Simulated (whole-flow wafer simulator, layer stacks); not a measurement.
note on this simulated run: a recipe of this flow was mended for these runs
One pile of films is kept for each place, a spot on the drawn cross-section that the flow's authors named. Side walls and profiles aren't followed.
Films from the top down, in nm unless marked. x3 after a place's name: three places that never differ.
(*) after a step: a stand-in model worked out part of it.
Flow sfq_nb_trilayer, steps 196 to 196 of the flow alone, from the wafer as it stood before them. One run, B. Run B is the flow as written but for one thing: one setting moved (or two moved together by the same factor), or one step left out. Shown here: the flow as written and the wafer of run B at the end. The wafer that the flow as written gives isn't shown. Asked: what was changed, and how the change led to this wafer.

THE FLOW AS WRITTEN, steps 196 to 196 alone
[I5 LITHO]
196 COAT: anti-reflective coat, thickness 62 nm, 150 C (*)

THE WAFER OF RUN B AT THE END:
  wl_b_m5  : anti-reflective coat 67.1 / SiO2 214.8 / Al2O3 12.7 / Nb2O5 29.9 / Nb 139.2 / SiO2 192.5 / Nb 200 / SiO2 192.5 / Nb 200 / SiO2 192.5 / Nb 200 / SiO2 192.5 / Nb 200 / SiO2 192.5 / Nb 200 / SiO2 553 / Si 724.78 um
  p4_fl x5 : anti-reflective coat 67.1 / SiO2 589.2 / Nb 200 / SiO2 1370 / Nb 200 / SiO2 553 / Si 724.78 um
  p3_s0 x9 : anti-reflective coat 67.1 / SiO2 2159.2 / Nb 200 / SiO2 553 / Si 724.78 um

The cause: step 196, COAT: thickness 67.1 nm was run, where the flow has thickness 62 nm.
It can be read off the wafer: wl_b_m5 has anti-reflective coat 67.1, and step 196 as written asks for 62 nm.

How the change led to this, step by step:
  196 COAT: anti-reflective coat, thickness 62 nm, 150 C (*)
      p4_fl x5, p4_w1 x9, p3_s0 x9 and 42 more: anti-reflective coat +67.1 (new film) (as written it would be: anti-reflective coat +62 (new film))
      via_wl, via_w, via_wr, via_sp, via_v, l0_sur, l0v: anti-reflective coat +67.4 (new film) (as written it would be: anti-reflective coat +62.3 (new film))
      (and at 34 more places)
